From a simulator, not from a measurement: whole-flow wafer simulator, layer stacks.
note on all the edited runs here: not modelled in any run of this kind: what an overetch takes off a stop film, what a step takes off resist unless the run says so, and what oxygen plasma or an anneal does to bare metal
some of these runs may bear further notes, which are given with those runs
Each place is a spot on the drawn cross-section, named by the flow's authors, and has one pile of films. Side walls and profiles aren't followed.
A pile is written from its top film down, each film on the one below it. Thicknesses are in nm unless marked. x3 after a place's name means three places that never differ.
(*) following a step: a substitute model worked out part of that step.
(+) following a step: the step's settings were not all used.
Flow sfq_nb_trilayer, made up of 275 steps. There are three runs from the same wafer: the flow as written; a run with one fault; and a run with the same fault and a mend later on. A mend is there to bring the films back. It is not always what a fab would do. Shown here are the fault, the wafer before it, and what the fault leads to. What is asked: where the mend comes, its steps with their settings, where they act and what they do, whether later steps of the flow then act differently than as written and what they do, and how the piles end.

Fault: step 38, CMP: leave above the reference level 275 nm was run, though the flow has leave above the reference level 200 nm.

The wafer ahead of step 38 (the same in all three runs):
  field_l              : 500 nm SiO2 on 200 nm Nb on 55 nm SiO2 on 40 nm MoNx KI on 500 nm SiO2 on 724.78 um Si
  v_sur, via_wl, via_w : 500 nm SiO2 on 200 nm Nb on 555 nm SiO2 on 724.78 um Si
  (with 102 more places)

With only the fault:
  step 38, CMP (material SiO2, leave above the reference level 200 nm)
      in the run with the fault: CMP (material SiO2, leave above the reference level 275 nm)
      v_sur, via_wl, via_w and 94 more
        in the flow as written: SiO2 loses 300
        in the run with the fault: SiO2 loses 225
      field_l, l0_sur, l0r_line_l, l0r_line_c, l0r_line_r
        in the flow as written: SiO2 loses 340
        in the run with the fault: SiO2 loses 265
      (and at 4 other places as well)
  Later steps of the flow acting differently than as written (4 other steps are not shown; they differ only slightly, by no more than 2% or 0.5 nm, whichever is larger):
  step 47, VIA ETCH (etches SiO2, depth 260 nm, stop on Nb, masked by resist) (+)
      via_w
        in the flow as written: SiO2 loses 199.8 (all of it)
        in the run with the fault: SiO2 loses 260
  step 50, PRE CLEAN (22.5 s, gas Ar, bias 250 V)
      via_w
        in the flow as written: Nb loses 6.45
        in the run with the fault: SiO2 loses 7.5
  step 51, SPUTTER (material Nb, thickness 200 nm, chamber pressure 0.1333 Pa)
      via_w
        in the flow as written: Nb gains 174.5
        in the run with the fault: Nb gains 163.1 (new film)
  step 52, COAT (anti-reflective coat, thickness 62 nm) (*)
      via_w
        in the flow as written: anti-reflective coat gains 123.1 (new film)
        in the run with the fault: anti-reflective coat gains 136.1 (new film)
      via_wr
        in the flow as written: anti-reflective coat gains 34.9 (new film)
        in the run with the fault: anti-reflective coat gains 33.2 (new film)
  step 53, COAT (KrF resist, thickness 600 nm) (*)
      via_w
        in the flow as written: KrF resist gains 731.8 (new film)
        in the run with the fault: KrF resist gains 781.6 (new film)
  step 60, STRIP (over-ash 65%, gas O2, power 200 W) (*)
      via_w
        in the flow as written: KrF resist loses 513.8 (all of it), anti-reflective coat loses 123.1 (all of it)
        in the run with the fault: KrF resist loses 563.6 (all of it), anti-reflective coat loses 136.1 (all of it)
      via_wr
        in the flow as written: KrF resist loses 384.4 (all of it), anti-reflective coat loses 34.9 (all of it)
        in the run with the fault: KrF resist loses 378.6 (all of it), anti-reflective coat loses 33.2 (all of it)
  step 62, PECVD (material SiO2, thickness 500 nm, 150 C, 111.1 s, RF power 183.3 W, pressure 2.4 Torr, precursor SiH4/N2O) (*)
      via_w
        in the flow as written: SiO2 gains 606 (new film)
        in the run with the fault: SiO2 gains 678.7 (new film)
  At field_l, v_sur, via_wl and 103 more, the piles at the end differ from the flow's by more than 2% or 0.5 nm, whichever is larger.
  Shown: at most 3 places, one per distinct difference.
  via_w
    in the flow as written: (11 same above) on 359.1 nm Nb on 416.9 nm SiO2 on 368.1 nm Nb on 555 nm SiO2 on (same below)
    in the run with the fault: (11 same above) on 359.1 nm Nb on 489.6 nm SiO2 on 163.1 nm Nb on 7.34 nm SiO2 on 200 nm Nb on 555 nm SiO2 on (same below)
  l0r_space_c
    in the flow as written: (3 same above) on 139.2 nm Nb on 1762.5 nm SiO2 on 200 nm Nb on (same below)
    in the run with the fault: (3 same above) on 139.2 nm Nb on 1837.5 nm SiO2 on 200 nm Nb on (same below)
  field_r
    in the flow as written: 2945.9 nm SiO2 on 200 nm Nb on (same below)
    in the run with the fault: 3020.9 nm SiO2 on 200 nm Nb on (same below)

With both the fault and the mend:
  The mend stands after step 39.
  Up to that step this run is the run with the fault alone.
  step 39a, CMP (material SiO2, leave above the reference level 200 nm) (a further turn of the flow's step 38)
      field_l, v_sur, via_wl and 103 more
        SiO2 loses 75
  None of the later steps of the flow acts differently than as written at any place that is followed.
  The piles end the same as the flow's at every place that both follow.
